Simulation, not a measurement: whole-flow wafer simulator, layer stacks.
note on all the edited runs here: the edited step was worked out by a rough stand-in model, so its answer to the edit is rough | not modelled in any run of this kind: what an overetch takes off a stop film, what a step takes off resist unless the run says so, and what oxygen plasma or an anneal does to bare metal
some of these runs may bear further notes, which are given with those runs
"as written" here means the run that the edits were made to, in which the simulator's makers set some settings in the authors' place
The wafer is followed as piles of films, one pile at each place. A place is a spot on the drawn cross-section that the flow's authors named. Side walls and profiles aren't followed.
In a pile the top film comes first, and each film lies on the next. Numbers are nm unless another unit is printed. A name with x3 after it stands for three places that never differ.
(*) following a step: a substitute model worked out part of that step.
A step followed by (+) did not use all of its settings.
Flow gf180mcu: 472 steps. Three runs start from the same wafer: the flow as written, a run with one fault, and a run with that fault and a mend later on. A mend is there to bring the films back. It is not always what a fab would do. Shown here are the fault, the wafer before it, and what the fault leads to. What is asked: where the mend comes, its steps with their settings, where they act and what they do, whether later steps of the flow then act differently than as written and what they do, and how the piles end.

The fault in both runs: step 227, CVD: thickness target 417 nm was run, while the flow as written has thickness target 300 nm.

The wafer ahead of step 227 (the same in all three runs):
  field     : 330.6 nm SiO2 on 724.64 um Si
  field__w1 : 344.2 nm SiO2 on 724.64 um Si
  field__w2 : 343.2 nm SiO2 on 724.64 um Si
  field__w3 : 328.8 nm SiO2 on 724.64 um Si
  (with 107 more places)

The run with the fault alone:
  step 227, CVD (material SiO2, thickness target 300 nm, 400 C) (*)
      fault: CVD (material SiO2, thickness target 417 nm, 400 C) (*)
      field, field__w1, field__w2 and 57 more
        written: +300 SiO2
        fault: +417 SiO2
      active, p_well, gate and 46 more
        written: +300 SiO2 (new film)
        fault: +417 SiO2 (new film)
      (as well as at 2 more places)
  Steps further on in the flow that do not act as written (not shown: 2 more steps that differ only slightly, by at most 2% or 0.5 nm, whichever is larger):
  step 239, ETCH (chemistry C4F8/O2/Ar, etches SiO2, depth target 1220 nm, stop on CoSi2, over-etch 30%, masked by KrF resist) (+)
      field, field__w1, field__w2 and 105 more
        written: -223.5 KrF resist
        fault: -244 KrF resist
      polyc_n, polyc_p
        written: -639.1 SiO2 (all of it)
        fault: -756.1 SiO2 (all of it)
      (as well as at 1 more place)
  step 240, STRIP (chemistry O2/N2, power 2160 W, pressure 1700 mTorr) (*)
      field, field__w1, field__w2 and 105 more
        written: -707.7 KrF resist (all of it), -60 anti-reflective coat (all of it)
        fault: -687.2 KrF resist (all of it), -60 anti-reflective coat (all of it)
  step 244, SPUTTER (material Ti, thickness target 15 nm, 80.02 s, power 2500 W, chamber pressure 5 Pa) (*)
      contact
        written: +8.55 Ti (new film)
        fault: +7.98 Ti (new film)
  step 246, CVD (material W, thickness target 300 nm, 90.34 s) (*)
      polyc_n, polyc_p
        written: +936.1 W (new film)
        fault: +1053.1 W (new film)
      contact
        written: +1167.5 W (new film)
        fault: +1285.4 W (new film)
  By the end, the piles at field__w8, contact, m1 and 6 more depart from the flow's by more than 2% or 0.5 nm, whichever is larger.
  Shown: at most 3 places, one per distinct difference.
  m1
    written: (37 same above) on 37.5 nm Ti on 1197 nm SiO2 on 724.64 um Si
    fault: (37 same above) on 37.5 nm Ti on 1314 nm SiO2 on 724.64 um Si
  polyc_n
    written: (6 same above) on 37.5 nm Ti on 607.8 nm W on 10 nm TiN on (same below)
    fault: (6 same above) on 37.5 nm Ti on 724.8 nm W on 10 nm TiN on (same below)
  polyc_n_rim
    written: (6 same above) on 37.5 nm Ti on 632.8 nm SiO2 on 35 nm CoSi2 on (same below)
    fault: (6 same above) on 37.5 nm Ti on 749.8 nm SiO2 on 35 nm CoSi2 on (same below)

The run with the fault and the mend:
  The mend follows step 227.
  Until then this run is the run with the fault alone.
  step 227a, WET ETCH (chemistry dHF, depth target 117 nm, 25 C, dilution 100:1) (*) (the flow's step 17 again, with other settings)
      field, field__w1, field__w2 and 108 more
        -117 SiO2
  Every later step of the flow that is run acts as written, at every place that is followed, to within 2% or 0.5 nm, whichever is larger.
  The piles end the same as the flow's at every place that both follow.
